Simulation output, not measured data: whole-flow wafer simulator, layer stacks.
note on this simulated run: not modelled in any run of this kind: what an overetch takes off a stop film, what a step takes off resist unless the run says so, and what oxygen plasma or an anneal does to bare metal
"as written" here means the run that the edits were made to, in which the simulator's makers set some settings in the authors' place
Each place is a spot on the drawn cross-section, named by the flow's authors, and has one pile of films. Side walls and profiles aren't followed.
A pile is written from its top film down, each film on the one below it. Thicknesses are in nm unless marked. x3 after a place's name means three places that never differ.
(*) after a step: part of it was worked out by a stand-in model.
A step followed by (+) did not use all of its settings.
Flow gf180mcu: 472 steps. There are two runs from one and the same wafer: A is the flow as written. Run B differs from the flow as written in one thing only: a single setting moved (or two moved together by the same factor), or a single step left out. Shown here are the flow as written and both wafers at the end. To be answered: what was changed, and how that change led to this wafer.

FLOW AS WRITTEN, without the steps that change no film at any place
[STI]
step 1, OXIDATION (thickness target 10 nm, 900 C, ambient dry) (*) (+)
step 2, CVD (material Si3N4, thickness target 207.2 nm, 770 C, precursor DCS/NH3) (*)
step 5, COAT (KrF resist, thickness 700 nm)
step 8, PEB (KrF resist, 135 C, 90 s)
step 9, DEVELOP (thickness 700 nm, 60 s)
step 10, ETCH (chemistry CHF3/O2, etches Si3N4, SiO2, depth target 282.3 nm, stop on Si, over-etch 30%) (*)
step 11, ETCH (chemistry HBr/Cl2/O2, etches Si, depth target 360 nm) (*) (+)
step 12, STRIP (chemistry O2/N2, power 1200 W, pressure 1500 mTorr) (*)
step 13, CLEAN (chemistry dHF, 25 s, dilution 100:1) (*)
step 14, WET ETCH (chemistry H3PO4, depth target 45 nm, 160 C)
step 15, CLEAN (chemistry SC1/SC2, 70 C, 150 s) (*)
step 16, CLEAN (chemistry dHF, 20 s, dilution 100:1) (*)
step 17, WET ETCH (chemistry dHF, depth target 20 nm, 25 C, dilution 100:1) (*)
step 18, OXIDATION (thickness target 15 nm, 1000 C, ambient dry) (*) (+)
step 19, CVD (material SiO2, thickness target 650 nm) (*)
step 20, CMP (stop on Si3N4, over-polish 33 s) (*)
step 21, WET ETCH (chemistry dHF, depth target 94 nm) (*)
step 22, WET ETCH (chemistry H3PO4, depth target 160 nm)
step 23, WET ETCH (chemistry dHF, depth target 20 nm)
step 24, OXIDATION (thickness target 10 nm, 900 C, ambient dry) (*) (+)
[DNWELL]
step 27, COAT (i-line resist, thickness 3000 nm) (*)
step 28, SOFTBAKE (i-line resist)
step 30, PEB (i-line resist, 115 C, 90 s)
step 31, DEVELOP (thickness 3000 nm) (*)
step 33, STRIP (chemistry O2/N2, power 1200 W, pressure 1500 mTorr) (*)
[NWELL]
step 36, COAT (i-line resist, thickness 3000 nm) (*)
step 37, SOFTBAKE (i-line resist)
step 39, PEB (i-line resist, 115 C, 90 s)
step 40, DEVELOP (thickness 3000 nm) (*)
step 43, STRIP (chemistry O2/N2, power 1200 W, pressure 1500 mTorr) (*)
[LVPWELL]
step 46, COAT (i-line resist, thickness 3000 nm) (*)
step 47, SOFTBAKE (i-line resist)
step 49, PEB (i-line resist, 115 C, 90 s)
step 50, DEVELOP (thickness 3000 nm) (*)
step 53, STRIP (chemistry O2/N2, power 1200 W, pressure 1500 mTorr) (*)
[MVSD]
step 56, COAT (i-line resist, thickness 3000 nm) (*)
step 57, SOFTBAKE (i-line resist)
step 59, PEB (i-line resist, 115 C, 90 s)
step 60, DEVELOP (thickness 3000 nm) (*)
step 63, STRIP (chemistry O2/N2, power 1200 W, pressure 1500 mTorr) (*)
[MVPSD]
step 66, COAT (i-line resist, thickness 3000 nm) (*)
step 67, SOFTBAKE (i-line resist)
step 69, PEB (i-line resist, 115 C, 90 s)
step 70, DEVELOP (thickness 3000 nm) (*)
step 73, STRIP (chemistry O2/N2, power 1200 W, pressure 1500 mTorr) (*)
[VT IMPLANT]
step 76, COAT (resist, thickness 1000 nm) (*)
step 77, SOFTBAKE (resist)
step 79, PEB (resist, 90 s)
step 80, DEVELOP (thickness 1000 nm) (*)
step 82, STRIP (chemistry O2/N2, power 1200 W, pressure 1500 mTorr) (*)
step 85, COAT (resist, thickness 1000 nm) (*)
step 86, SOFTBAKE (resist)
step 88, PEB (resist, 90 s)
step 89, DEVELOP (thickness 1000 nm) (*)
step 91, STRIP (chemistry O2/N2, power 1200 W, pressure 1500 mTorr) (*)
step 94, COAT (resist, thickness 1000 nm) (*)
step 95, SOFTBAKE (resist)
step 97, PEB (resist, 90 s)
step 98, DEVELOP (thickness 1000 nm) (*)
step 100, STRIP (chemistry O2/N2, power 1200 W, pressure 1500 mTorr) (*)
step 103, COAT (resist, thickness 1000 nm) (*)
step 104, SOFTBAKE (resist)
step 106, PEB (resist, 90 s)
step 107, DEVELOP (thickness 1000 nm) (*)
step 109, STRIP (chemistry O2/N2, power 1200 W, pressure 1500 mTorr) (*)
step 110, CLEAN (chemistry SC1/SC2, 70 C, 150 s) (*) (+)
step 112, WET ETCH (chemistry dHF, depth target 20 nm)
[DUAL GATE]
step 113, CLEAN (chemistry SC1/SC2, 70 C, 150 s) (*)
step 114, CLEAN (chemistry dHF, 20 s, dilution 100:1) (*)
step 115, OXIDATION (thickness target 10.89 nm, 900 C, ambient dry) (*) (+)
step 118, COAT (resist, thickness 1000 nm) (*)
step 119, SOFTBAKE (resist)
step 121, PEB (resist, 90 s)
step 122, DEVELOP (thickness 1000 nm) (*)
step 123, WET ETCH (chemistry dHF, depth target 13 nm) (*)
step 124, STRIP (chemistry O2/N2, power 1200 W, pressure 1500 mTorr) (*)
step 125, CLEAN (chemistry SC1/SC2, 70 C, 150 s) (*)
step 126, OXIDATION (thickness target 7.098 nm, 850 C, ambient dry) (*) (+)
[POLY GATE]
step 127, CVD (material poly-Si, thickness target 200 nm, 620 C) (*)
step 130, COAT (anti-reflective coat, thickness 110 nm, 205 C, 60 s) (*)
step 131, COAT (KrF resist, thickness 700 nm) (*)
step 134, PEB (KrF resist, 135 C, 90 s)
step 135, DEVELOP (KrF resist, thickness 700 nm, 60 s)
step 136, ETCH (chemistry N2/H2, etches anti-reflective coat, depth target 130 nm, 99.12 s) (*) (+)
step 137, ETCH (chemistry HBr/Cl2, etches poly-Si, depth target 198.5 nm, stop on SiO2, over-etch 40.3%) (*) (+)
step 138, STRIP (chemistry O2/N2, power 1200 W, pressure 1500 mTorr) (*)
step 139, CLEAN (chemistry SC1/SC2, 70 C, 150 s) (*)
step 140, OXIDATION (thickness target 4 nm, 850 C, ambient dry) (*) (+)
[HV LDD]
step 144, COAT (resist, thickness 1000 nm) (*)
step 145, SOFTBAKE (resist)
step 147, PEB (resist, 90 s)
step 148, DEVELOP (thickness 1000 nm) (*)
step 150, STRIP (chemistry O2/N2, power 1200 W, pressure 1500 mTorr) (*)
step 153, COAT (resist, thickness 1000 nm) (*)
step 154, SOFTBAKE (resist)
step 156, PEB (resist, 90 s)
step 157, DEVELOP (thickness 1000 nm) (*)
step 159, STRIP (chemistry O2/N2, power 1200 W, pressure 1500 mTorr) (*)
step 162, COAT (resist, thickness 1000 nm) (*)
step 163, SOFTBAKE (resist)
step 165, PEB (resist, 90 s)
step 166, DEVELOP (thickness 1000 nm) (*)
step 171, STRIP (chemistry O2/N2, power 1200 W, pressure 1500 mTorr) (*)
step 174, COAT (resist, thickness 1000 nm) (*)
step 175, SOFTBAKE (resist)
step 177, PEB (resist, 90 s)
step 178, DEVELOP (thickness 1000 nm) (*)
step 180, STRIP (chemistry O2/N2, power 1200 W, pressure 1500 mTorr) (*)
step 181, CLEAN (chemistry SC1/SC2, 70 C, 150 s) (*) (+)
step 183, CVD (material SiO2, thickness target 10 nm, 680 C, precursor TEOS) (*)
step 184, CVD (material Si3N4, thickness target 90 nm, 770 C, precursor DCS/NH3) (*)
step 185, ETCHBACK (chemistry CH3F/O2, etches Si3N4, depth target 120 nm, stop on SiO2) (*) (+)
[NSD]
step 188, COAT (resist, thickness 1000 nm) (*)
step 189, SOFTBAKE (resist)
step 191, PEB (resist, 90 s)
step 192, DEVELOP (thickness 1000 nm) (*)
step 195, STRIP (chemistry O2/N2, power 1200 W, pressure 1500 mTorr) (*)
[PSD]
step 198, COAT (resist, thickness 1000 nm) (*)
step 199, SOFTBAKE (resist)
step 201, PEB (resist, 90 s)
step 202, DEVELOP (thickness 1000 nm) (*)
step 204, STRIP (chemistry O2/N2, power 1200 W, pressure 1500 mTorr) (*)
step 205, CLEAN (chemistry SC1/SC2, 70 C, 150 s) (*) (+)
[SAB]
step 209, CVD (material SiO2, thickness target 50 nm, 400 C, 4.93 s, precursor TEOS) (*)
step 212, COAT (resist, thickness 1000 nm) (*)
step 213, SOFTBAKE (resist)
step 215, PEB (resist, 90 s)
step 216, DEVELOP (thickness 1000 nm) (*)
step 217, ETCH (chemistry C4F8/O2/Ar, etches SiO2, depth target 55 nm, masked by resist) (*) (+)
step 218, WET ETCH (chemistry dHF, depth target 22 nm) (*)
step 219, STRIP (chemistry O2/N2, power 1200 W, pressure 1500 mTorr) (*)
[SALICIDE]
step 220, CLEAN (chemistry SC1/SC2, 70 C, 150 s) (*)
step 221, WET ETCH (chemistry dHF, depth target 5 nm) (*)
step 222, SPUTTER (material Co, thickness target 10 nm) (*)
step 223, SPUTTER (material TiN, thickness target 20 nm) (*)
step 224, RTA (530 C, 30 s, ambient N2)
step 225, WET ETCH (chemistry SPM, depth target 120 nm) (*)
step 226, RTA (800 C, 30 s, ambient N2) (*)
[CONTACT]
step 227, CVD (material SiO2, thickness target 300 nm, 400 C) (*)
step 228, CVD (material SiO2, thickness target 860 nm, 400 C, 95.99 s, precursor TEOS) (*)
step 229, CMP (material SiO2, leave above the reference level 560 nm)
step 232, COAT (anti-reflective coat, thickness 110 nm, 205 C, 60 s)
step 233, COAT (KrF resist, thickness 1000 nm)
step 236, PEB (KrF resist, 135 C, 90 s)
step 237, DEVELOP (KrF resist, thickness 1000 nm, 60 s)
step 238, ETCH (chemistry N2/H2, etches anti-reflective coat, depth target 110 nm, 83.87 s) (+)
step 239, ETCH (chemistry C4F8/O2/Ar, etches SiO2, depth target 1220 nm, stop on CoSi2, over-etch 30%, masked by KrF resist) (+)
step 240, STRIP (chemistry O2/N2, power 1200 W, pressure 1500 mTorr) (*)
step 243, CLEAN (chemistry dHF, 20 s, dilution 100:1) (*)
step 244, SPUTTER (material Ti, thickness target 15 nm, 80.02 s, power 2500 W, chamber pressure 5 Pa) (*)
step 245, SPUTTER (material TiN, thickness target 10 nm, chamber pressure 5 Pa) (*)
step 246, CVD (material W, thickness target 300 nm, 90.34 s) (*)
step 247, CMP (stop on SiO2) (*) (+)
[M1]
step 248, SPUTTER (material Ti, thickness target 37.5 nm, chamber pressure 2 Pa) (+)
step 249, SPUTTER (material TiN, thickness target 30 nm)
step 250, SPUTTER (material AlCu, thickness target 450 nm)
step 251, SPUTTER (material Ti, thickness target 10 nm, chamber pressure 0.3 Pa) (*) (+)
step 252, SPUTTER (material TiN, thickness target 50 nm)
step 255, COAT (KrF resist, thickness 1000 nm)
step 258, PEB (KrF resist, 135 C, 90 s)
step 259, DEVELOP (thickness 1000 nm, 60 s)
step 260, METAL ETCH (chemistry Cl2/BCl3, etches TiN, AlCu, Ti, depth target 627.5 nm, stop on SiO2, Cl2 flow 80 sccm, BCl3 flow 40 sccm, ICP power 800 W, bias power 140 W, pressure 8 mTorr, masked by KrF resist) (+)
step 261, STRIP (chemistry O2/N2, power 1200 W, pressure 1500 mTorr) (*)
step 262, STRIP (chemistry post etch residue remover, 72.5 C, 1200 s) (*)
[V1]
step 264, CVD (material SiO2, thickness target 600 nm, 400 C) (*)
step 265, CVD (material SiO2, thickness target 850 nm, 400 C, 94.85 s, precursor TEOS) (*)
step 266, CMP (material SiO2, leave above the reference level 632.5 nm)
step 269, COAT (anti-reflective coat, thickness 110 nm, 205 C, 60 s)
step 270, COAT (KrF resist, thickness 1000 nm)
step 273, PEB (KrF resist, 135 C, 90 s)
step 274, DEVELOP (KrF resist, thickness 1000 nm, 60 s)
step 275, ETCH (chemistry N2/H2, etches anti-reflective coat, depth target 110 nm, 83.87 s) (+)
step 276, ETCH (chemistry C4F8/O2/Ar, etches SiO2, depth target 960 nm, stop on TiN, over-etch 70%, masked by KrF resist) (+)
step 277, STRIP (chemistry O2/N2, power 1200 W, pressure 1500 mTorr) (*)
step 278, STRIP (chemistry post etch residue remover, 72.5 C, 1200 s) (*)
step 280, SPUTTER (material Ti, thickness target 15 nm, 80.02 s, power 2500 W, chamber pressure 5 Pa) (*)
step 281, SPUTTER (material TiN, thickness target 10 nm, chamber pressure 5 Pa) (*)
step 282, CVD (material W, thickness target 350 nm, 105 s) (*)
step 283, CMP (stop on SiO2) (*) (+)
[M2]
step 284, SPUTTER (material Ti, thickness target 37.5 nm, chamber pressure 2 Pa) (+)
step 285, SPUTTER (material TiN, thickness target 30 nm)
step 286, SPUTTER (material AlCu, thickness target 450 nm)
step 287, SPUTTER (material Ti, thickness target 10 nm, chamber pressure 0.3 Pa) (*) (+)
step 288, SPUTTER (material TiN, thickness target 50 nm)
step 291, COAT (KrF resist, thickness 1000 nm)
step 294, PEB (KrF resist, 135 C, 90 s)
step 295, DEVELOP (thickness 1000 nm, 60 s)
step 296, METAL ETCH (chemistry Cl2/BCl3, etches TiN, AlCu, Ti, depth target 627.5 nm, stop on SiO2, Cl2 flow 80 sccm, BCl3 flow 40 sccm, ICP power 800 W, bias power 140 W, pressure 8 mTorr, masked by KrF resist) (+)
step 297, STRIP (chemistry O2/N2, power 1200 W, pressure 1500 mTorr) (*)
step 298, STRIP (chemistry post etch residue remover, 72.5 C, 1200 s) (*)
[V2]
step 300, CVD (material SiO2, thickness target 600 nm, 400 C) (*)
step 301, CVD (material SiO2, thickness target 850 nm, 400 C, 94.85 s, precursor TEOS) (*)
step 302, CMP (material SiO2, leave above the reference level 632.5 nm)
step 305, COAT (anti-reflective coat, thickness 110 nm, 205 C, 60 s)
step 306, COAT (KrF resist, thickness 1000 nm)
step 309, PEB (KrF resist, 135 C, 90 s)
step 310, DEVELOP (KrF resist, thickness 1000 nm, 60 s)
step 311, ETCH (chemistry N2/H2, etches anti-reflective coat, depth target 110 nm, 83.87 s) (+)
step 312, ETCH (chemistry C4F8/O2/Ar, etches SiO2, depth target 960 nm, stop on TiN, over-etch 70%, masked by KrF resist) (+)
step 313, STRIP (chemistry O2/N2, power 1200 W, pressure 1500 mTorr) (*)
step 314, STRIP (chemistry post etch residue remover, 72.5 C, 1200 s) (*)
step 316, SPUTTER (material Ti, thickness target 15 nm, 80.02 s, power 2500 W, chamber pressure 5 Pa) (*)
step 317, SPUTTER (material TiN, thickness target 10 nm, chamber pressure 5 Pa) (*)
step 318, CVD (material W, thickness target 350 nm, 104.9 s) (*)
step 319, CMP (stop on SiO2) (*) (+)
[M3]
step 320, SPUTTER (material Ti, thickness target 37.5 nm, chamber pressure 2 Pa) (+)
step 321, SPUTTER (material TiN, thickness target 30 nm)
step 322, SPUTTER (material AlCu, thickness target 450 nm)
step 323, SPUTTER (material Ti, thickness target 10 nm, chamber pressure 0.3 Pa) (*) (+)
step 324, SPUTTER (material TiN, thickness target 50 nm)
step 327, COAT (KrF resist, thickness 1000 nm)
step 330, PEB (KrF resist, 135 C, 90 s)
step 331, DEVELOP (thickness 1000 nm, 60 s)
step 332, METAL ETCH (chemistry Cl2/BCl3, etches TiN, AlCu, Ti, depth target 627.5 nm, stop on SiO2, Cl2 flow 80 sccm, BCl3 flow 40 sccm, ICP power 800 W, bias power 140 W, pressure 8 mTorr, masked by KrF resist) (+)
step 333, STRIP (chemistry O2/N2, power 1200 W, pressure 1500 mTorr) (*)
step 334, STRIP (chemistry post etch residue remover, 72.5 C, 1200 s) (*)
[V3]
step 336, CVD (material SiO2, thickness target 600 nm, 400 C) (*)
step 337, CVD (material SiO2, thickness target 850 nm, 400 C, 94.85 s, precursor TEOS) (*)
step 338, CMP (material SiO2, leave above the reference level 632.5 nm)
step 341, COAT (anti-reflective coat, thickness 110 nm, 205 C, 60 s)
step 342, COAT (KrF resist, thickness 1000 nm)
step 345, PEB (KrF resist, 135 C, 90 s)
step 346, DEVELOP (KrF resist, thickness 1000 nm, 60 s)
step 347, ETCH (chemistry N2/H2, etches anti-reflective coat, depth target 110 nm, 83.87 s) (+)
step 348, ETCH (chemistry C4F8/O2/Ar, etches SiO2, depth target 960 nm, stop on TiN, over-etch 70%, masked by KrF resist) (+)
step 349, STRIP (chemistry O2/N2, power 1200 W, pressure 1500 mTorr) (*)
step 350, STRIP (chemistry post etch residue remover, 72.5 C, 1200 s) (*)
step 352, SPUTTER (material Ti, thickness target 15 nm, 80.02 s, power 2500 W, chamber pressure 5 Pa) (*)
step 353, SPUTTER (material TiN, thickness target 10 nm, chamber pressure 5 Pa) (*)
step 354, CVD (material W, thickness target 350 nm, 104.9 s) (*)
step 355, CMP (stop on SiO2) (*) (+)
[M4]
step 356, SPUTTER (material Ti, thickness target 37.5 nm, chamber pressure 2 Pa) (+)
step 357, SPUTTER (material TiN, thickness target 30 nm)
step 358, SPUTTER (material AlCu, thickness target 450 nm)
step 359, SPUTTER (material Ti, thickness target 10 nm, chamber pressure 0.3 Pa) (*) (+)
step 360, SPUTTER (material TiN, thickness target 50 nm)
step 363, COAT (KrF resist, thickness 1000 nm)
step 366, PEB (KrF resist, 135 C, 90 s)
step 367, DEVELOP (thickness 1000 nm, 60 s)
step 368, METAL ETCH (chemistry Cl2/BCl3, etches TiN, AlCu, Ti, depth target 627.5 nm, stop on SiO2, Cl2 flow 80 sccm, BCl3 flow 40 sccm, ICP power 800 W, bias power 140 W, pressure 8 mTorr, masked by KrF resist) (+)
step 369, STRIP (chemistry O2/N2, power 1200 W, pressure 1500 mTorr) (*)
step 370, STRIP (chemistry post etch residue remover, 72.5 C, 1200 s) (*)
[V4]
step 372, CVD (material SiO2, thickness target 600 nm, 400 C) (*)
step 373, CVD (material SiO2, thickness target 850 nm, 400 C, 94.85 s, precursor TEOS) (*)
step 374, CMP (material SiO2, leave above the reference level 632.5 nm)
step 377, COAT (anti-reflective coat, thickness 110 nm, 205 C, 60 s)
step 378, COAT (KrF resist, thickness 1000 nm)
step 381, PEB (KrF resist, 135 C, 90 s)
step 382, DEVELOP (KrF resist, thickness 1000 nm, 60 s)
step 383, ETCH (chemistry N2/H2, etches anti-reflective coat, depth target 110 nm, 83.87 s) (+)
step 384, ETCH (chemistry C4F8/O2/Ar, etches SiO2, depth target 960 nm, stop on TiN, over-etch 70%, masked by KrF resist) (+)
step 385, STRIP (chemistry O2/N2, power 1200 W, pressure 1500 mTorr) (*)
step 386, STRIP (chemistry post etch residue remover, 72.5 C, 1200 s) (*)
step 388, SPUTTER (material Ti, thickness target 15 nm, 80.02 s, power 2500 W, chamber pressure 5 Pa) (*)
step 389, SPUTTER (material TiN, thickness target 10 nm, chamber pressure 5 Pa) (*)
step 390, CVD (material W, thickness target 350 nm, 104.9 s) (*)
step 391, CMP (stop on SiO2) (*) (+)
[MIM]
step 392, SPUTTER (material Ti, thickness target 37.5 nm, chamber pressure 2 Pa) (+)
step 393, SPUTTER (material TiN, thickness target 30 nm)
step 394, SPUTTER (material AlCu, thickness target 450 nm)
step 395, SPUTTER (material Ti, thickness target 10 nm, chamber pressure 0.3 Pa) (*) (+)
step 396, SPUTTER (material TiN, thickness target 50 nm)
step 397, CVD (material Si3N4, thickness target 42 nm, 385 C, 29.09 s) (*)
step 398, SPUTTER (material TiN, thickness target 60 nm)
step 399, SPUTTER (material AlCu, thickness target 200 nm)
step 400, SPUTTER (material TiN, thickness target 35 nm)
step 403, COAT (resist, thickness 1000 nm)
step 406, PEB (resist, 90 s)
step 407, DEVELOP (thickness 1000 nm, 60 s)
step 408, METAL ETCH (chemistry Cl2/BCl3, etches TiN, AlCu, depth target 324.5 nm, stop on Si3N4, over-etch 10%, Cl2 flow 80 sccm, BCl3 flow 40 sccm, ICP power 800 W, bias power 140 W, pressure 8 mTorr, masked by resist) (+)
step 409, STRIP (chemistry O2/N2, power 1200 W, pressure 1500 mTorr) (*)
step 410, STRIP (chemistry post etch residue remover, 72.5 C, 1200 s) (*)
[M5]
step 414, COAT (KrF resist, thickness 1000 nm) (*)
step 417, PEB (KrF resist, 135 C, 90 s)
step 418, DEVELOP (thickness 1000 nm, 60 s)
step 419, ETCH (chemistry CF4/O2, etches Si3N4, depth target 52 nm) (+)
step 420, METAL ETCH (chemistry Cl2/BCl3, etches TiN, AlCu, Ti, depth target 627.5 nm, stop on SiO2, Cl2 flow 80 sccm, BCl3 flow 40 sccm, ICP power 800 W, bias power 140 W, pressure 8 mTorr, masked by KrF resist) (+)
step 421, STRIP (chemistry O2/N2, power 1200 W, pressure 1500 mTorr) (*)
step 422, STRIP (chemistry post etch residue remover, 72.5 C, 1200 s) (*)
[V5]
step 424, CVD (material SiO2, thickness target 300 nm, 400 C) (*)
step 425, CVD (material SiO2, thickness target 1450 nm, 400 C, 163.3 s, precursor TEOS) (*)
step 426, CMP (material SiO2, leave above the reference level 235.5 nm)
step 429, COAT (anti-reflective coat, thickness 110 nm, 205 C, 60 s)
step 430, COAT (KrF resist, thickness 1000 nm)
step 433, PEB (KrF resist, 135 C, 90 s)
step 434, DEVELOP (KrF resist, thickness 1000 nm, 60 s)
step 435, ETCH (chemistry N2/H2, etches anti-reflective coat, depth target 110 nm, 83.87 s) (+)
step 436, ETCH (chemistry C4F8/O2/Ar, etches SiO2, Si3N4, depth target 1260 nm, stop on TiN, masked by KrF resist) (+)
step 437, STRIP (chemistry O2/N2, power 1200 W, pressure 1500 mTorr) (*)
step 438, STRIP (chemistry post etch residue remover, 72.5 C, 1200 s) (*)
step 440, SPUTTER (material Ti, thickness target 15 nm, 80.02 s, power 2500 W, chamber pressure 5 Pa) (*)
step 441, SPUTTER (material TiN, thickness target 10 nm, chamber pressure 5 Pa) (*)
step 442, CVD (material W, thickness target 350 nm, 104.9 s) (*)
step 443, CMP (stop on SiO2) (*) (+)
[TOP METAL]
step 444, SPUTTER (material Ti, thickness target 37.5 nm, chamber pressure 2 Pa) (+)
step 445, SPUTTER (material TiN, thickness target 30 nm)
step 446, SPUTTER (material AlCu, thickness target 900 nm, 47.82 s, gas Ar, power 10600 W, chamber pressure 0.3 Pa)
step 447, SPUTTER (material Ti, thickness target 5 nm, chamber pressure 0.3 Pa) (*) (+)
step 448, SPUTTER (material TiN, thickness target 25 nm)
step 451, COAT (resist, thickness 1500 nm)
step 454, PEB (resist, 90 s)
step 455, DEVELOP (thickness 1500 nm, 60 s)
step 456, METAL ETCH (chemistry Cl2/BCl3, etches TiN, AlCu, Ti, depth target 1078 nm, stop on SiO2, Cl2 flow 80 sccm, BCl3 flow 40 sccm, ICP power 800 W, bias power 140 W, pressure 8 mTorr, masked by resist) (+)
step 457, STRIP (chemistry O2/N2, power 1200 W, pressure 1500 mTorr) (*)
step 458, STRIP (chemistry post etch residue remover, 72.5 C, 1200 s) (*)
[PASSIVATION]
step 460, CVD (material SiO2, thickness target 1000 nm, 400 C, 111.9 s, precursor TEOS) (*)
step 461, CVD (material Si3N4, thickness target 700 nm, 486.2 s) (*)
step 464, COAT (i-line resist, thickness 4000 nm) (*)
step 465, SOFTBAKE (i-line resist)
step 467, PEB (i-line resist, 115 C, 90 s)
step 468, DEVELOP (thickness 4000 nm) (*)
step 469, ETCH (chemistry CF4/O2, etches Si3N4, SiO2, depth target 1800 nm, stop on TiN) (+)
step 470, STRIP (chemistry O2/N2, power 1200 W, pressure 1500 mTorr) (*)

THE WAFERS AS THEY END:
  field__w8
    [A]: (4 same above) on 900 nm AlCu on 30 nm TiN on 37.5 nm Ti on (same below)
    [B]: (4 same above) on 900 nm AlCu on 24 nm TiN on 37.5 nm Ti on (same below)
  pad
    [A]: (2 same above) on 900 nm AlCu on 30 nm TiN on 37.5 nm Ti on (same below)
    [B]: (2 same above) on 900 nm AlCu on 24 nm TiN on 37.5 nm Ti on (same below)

What caused this: step 445, SPUTTER: thickness target 24 nm was run, while the flow as written has thickness target 30 nm.
One can read it off the wafer: field__w8 has TiN 24, and step 445 as written asks for 30 nm.

How this came from the change, step by step:
  step 445, SPUTTER (material TiN, thickness target 30 nm)
      field, field__w1, field__w2 and 109 more: A +30 TiN (new film) | B +24 TiN (new film)
  step 456, METAL ETCH (chemistry Cl2/BCl3, etches TiN, AlCu, Ti, depth target 1078 nm, stop on SiO2, Cl2 flow 80 sccm, BCl3 flow 40 sccm, ICP power 800 W, bias power 140 W, pressure 8 mTorr, masked by resist) (+)
      field, field__w1, field__w2 and 103 more: A -25 TiN (all of it), -5 Ti (all of it), -900 AlCu (all of it), -30 TiN (all of it), -37.5 Ti (all of it) | B -25 TiN (all of it), -5 Ti (all of it), -900 AlCu (all of it), -24 TiN (all of it), -37.5 Ti (all of it)
